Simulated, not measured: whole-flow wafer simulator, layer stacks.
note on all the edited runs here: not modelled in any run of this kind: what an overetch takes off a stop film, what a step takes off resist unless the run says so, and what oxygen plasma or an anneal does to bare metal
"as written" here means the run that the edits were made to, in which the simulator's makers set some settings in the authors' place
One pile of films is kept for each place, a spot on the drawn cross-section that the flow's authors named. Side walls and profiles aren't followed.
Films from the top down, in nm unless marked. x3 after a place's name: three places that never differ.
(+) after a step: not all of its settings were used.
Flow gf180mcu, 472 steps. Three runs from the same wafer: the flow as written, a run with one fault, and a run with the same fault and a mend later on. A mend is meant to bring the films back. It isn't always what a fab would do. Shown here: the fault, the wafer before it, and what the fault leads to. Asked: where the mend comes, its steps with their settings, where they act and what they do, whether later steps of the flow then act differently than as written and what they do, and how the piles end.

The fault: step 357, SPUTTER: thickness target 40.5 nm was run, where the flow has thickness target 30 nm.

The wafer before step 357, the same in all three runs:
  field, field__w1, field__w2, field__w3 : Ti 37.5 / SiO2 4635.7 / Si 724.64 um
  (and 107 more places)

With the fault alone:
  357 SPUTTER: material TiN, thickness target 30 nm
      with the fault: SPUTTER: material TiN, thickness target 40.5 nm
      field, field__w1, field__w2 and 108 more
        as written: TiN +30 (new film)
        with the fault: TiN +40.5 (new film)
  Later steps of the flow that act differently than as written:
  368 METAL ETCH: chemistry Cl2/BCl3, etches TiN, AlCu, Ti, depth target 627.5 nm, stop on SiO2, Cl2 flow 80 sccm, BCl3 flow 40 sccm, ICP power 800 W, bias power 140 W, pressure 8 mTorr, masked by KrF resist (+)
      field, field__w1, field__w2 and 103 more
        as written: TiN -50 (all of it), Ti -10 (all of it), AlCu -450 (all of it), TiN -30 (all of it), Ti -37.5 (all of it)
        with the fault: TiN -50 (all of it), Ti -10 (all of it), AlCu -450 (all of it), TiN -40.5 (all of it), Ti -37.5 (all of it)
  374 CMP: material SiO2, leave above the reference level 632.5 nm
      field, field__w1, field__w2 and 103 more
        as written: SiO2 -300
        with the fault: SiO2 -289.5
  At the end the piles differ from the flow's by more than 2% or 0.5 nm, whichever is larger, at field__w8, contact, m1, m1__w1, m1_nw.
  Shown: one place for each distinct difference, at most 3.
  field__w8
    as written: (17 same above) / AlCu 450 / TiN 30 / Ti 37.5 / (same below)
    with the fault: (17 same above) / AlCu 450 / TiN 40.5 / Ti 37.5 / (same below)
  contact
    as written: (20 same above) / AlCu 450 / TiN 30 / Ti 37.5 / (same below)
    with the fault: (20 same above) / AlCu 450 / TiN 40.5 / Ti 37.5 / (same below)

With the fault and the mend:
  The mend comes after step 357.
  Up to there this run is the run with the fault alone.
  357a METAL ETCH: chemistry Cl2/BCl3, etches TiN, AlCu, Ti, depth target 10.5 nm, Cl2 flow 80 sccm, BCl3 flow 40 sccm, ICP power 800 W, bias power 140 W, pressure 8 mTorr (the flow's step 260 once more, with other settings)
      field, field__w1, field__w2 and 108 more
        TiN -10.5
  No later step of the flow acts differently than as written at any place that is followed.
  At the end the piles are the same as the flow's at every place that both follow.
